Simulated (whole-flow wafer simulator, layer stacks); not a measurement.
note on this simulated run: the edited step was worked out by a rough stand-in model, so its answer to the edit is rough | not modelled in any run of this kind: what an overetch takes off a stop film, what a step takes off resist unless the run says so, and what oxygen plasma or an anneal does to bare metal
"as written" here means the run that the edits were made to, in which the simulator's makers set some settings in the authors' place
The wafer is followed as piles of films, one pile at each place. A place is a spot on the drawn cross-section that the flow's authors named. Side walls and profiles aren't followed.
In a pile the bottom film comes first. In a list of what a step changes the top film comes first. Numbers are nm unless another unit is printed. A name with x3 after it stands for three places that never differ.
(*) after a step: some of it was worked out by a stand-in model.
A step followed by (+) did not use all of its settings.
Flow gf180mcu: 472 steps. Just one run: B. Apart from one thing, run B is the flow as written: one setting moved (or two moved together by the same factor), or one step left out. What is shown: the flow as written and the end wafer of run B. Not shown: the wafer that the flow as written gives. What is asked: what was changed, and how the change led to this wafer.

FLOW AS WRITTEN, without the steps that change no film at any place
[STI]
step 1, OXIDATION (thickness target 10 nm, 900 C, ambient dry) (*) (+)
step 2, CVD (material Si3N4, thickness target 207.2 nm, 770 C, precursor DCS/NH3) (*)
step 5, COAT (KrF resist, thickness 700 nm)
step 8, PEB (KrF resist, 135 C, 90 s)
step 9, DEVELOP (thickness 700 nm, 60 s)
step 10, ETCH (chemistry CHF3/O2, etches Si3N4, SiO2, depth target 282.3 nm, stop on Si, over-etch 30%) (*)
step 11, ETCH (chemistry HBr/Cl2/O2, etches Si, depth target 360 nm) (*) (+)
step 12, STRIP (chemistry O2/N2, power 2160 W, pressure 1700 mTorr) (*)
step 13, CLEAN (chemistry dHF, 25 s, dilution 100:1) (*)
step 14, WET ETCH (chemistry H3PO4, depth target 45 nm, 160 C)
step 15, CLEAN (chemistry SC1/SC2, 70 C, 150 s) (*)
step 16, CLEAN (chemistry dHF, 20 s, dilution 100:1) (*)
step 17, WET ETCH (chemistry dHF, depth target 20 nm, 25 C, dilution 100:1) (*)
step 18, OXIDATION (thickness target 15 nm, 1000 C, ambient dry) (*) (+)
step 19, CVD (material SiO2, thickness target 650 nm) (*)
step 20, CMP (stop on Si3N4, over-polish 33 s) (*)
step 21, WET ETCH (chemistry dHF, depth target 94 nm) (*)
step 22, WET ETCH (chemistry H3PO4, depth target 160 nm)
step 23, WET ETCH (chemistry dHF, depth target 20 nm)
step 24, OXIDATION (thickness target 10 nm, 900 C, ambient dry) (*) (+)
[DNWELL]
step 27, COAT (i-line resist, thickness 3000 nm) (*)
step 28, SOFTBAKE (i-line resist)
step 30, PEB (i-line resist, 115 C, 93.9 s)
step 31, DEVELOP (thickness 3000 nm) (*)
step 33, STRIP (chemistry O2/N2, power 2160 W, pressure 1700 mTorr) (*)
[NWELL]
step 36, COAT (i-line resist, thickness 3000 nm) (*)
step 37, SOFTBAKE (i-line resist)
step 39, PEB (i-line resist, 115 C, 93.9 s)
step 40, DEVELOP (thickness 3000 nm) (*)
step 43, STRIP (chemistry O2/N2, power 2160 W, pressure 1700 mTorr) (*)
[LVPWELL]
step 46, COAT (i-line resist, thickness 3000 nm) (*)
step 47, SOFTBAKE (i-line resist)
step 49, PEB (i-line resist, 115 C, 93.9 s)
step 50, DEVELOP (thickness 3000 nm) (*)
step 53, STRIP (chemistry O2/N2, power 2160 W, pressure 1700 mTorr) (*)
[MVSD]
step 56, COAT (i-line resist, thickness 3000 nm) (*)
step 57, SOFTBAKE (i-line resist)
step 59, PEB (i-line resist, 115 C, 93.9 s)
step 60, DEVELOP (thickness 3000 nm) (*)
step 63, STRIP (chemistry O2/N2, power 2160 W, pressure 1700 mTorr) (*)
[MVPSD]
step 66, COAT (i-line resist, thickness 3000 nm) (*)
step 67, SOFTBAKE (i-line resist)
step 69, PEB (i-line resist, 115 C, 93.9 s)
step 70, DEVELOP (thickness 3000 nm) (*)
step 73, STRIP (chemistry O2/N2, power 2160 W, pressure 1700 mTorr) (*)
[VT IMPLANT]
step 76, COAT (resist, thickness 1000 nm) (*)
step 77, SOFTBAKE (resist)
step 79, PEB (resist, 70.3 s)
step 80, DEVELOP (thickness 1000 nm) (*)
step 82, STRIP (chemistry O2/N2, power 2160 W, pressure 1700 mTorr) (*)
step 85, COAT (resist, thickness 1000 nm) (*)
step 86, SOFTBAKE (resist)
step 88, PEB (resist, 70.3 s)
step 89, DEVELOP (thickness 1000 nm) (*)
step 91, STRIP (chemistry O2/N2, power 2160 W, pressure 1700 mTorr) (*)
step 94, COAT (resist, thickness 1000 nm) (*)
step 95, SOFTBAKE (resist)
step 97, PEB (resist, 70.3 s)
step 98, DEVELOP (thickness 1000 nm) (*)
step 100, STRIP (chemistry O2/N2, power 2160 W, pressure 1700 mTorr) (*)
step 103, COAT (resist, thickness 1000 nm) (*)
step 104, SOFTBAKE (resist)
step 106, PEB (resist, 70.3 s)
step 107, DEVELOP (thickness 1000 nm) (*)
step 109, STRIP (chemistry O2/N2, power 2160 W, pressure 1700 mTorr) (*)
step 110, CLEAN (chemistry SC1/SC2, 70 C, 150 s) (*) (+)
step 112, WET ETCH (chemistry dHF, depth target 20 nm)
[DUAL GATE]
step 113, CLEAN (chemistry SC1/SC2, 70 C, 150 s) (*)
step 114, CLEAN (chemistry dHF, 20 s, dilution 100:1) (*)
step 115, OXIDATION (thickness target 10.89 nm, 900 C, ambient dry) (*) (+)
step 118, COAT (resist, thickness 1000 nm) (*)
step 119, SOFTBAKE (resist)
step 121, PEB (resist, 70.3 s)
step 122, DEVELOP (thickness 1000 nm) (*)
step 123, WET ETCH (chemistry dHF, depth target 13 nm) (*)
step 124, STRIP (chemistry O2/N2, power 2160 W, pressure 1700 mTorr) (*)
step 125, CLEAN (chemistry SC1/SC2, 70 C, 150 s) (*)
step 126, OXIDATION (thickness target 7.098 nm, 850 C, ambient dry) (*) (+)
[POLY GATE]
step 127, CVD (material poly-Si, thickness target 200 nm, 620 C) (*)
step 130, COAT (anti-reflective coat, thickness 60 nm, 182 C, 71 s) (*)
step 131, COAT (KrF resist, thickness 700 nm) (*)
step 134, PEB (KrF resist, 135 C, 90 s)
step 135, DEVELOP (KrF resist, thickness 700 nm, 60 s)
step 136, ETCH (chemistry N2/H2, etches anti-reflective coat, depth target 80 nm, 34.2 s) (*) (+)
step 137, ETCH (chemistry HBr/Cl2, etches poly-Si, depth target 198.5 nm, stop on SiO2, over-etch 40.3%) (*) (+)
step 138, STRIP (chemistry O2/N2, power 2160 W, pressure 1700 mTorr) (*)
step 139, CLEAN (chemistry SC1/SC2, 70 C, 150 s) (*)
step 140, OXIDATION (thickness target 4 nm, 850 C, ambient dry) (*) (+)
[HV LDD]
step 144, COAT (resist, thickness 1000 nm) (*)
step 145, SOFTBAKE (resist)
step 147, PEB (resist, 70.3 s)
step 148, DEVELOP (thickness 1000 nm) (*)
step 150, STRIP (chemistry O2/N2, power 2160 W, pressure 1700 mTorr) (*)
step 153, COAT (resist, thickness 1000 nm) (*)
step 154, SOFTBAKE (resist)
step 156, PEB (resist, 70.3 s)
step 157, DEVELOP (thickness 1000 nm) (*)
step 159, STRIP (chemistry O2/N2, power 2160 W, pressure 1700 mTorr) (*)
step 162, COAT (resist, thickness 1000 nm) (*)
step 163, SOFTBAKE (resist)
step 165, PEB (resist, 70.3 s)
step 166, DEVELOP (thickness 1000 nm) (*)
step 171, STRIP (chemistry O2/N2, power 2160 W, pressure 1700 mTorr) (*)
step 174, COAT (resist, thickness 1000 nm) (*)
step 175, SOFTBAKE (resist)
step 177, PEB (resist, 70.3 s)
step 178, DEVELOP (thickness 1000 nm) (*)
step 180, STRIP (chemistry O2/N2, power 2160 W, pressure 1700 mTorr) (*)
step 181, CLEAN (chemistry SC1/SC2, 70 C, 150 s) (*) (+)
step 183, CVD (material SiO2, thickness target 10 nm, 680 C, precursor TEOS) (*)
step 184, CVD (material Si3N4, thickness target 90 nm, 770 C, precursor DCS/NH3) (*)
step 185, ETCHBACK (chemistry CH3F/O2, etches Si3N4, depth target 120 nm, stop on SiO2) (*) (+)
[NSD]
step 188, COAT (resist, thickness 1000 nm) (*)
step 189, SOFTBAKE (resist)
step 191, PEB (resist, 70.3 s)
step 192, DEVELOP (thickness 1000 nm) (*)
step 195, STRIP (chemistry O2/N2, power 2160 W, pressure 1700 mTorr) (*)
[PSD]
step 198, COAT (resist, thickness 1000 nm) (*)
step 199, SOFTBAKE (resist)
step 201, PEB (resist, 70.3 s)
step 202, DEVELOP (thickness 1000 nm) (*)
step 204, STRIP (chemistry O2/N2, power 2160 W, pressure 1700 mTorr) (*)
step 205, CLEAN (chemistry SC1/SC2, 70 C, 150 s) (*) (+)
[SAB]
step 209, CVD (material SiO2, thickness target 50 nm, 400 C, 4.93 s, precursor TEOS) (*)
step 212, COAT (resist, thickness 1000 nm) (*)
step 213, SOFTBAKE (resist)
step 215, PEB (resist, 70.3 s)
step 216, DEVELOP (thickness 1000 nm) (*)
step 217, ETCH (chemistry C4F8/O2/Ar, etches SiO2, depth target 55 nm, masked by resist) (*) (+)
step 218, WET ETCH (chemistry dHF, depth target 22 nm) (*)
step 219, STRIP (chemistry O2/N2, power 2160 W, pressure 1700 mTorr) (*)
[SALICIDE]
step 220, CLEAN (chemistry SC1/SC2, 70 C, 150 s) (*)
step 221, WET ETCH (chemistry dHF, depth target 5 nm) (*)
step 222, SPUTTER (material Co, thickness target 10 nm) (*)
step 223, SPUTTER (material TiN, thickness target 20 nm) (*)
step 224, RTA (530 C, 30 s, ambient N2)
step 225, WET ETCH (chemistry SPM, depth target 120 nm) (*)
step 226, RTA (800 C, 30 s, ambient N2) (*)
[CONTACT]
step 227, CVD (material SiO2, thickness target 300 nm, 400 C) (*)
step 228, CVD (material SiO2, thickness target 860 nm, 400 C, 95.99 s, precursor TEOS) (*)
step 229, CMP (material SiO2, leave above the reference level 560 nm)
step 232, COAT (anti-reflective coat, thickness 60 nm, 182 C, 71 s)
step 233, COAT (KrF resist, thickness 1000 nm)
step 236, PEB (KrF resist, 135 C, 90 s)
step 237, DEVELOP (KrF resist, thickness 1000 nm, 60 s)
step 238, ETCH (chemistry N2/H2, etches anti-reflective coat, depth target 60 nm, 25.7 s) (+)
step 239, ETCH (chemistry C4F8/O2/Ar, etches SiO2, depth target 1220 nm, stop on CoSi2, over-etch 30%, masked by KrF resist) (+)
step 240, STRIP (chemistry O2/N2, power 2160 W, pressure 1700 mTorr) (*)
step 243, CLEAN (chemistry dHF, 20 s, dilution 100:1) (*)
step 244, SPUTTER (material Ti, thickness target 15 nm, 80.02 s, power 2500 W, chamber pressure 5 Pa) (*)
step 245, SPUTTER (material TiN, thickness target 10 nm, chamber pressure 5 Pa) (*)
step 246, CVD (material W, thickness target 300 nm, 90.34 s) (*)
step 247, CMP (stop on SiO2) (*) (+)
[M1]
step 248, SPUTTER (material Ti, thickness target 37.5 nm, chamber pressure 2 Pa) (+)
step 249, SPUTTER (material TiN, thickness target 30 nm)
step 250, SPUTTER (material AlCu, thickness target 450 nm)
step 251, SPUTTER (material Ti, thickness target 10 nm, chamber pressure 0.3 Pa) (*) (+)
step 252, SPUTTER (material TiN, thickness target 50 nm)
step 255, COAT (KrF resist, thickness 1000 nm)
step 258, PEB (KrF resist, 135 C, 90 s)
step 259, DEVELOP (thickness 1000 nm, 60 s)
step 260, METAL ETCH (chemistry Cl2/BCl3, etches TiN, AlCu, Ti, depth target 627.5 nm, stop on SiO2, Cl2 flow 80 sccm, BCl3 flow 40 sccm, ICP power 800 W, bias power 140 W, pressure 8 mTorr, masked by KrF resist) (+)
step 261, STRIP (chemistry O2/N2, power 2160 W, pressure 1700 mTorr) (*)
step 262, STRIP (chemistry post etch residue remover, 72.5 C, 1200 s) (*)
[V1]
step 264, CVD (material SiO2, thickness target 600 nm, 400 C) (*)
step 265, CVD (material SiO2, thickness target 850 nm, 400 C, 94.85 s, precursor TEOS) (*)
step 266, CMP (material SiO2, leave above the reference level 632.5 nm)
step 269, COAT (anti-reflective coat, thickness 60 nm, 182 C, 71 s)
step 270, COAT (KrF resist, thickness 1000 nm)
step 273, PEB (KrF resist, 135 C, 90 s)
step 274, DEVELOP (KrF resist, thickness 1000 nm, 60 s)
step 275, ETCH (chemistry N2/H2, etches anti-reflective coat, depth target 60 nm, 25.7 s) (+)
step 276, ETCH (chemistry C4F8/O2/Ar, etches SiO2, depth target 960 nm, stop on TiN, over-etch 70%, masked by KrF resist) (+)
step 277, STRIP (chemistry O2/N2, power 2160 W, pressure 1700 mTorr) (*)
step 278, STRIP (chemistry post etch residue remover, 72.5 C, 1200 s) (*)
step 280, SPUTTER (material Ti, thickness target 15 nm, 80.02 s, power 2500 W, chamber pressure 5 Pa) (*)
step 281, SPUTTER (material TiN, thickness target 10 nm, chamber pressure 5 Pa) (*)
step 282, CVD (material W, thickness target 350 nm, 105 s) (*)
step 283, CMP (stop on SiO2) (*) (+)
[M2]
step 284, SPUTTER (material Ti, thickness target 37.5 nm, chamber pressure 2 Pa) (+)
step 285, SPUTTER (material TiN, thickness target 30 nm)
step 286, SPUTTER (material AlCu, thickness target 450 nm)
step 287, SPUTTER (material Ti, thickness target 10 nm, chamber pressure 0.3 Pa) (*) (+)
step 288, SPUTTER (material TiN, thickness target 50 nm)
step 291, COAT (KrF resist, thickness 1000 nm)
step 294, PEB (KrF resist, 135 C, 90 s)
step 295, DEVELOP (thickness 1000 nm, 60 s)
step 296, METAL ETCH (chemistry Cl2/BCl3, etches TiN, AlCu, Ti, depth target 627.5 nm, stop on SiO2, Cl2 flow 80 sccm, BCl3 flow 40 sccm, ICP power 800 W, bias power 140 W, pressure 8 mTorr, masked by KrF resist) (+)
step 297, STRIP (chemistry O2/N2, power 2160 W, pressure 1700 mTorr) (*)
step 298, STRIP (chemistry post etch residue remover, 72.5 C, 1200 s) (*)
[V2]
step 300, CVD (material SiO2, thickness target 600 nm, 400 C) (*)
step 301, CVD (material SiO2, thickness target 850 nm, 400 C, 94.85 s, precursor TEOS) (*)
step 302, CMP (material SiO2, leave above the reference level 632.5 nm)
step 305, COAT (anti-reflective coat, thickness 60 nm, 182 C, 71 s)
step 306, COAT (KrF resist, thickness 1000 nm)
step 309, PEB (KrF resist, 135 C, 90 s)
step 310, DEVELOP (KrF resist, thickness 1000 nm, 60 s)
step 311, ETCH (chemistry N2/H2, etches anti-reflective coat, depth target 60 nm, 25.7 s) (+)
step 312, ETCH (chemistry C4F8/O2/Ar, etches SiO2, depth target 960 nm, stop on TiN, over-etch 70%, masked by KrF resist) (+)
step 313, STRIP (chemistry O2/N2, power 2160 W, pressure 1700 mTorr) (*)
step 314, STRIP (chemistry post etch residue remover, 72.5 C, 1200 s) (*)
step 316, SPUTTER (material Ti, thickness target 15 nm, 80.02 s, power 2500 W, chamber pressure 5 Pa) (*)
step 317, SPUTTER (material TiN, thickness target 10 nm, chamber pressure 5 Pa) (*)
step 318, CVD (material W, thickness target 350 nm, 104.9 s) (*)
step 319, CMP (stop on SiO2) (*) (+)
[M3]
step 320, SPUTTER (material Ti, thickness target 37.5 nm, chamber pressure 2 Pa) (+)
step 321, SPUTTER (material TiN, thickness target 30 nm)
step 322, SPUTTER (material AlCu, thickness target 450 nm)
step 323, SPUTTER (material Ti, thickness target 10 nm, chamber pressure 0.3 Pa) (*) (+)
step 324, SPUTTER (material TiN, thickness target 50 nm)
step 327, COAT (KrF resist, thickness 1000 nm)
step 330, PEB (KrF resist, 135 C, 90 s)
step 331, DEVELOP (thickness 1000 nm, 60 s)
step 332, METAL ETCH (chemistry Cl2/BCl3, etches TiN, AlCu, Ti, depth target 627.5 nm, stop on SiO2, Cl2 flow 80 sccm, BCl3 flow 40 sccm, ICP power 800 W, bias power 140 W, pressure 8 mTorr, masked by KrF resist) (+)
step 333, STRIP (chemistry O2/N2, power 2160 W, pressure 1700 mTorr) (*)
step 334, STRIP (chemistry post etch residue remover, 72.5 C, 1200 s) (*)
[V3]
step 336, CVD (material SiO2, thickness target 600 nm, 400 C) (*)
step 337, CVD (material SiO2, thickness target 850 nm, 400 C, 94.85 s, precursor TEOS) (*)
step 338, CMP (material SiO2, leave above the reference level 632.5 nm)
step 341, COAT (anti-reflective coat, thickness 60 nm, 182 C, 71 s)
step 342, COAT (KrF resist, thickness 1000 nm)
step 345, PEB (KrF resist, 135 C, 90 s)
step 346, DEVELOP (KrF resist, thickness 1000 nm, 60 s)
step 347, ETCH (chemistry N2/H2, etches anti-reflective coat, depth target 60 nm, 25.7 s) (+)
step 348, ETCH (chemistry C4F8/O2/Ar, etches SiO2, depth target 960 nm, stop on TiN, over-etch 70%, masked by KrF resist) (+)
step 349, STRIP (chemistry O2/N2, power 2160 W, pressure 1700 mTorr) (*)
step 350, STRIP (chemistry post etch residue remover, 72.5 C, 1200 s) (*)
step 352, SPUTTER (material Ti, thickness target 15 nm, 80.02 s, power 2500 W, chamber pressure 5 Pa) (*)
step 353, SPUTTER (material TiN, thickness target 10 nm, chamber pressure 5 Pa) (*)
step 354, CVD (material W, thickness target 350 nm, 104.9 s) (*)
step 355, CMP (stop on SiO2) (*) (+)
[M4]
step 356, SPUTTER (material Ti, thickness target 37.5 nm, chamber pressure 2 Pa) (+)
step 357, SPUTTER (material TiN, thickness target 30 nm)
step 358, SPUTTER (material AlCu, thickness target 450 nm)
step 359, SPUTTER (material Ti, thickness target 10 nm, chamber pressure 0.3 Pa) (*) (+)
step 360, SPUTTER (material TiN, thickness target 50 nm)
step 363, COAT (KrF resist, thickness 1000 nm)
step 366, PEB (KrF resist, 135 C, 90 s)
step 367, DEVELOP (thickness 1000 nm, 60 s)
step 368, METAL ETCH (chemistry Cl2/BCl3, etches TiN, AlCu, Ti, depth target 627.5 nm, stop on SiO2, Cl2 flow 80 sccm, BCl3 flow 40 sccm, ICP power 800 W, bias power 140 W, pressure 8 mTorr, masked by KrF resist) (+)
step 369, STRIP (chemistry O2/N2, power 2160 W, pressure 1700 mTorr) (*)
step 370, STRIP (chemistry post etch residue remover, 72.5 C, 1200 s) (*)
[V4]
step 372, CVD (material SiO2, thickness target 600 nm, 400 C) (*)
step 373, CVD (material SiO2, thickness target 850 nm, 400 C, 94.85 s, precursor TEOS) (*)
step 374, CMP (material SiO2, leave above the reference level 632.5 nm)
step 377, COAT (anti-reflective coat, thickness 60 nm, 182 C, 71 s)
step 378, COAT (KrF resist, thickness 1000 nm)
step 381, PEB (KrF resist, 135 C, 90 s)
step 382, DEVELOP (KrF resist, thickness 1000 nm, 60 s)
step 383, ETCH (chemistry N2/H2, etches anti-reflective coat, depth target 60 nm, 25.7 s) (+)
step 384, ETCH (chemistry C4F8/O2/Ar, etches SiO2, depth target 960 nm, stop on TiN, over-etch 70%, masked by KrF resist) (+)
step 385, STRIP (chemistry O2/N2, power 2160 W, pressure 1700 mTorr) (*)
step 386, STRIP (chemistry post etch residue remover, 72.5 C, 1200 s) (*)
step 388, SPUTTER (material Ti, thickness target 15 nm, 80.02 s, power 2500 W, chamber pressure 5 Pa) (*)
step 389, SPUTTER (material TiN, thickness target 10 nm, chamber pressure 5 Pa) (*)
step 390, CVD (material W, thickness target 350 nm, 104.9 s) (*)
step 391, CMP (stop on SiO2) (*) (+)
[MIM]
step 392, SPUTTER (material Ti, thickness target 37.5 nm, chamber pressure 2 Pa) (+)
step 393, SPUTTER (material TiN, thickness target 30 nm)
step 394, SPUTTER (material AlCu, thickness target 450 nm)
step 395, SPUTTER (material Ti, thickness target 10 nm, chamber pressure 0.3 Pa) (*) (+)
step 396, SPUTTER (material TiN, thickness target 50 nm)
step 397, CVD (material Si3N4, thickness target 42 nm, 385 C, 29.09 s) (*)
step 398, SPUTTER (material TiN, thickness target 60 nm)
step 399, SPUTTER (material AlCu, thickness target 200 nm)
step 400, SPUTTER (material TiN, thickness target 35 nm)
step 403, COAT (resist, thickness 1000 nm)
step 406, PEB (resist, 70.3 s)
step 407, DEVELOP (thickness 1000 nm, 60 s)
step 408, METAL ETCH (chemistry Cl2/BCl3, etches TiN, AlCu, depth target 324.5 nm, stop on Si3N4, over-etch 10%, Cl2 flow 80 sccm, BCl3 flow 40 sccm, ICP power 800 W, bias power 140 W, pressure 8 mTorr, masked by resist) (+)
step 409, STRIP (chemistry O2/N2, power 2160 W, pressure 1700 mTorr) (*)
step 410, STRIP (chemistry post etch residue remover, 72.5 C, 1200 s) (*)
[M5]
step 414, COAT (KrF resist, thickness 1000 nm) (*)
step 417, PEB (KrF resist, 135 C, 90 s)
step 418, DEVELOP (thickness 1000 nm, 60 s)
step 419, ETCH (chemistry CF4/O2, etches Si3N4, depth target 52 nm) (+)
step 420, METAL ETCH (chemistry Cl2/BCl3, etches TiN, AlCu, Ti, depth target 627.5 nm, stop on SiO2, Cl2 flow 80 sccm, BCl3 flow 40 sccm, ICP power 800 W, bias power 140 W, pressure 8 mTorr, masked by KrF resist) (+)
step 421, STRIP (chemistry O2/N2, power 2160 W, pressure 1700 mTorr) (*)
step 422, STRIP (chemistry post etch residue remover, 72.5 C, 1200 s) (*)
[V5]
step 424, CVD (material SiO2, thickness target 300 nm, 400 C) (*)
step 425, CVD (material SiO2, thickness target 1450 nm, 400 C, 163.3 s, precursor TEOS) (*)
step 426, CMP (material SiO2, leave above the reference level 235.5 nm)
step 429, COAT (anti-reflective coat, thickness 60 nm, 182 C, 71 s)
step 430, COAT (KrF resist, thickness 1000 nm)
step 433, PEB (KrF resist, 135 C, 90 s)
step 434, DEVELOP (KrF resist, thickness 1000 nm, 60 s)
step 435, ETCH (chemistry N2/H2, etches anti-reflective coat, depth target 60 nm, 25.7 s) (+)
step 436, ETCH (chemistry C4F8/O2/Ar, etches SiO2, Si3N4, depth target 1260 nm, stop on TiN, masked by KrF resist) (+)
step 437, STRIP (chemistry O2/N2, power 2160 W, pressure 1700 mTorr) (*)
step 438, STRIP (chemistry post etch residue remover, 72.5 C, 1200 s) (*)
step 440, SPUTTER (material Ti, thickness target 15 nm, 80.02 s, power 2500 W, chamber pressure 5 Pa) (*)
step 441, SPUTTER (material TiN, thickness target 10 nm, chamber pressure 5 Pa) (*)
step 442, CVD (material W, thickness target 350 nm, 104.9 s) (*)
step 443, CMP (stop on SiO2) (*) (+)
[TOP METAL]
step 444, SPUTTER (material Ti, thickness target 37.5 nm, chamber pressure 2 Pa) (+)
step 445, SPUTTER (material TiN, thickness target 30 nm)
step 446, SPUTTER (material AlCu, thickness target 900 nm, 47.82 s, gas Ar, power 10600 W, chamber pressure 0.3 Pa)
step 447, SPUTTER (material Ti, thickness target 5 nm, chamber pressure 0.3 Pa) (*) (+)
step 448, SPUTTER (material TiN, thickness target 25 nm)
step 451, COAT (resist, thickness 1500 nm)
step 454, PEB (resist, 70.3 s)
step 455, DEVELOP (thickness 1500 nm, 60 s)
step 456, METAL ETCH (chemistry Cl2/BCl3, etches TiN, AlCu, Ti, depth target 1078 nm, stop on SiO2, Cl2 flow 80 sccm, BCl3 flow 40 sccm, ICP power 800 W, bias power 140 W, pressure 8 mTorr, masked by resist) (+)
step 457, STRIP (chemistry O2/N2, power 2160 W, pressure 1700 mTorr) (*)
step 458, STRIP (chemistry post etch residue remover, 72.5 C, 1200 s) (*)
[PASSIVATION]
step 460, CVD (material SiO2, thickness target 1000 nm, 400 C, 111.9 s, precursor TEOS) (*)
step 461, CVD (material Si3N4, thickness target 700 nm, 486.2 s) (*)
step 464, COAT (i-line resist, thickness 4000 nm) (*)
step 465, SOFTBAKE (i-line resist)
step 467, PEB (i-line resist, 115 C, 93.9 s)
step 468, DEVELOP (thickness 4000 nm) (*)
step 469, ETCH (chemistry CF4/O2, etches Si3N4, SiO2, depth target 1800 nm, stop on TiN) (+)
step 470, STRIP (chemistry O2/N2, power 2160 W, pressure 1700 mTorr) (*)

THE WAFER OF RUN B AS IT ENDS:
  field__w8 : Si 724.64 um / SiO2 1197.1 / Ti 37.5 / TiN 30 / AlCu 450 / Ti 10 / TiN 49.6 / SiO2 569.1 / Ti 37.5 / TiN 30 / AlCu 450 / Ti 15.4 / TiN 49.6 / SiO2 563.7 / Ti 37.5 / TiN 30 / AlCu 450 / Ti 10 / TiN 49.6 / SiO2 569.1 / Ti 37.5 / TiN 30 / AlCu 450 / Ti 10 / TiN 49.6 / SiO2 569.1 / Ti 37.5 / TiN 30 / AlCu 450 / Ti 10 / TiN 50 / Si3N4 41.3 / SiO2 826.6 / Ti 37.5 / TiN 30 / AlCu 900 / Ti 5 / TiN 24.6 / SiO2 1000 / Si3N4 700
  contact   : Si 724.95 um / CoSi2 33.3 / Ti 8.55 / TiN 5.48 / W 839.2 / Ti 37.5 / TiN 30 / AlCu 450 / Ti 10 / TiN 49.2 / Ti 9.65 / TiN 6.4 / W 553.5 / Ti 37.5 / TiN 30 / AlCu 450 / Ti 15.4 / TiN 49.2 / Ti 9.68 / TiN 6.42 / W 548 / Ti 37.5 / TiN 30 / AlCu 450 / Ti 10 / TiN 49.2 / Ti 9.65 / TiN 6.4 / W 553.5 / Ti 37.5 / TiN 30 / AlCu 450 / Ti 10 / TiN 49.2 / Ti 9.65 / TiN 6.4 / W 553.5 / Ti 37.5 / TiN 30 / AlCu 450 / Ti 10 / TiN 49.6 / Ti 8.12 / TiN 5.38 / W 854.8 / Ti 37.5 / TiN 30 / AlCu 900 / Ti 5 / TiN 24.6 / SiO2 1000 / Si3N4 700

What caused this: step 287, SPUTTER: thickness target 15.4 nm was run, though the flow has thickness target 10 nm.
The wafer itself shows it: field__w8 has Ti 15.4, and step 287 as written asks for 10 nm.

Step by step, how the change led to this:
  step 287, SPUTTER (material Ti, thickness target 10 nm, chamber pressure 0.3 Pa) (*) (+)
      field, field__w1, field__w2 and 108 more: Ti gains 15.4 (new film) (as written it would have been: Ti gains 10 (new film))
  step 296, METAL ETCH (chemistry Cl2/BCl3, etches TiN, AlCu, Ti, depth target 627.5 nm, stop on SiO2, Cl2 flow 80 sccm, BCl3 flow 40 sccm, ICP power 800 W, bias power 140 W, pressure 8 mTorr, masked by KrF resist) (+)
      field, field__w1, field__w2 and 103 more: TiN loses 50 (all of it), Ti loses 15.4 (all of it), AlCu loses 450 (all of it), TiN loses 30 (all of it), Ti loses 37.5 (all of it) (as written it would have been: TiN loses 50 (all of it), Ti loses 10 (all of it), AlCu loses 450 (all of it), TiN loses 30 (all of it), Ti loses 37.5 (all of it))
